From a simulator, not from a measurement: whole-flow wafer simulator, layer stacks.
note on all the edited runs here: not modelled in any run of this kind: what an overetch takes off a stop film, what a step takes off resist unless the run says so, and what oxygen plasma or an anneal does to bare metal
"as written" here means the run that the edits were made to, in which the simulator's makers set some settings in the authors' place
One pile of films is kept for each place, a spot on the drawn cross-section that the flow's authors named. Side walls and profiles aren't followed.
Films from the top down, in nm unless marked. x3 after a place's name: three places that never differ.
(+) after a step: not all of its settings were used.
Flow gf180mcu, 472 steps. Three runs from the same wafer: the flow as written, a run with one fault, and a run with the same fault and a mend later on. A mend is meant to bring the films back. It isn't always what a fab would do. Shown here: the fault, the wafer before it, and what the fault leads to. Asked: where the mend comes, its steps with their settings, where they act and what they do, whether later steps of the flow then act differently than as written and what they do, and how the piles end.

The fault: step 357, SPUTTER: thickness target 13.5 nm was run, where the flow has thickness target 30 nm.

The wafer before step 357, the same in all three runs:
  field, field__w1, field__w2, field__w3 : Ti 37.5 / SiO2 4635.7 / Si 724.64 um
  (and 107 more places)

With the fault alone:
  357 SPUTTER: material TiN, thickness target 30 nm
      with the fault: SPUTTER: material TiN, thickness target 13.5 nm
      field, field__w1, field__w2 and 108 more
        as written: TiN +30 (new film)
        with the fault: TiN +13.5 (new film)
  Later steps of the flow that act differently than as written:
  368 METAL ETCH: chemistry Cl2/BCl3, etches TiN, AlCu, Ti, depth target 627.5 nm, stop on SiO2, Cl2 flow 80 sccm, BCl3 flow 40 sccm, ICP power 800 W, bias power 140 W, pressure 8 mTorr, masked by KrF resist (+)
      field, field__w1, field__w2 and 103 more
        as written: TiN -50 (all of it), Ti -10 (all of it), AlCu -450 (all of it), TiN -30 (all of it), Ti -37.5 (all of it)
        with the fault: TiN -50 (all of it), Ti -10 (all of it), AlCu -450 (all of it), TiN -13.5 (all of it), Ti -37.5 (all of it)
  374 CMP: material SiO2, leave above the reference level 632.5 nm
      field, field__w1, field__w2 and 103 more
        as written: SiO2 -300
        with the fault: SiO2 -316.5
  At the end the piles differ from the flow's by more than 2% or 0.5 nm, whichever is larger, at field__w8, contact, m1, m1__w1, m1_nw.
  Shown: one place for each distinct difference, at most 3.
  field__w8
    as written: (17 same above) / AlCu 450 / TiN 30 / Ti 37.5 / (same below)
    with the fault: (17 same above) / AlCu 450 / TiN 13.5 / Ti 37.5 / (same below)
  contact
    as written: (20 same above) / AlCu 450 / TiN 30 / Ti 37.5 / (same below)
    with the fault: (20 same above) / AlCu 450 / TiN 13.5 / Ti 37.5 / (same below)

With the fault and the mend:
  The mend comes after step 357.
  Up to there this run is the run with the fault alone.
  357a SPUTTER: material TiN, thickness target 16.5 nm (the flow's step 357 once more, with other settings)
      field, field__w1, field__w2 and 108 more
        TiN +16.5
  No later step of the flow acts differently than as written at any place that is followed.
  At the end the piles are the same as the flow's at every place that both follow.
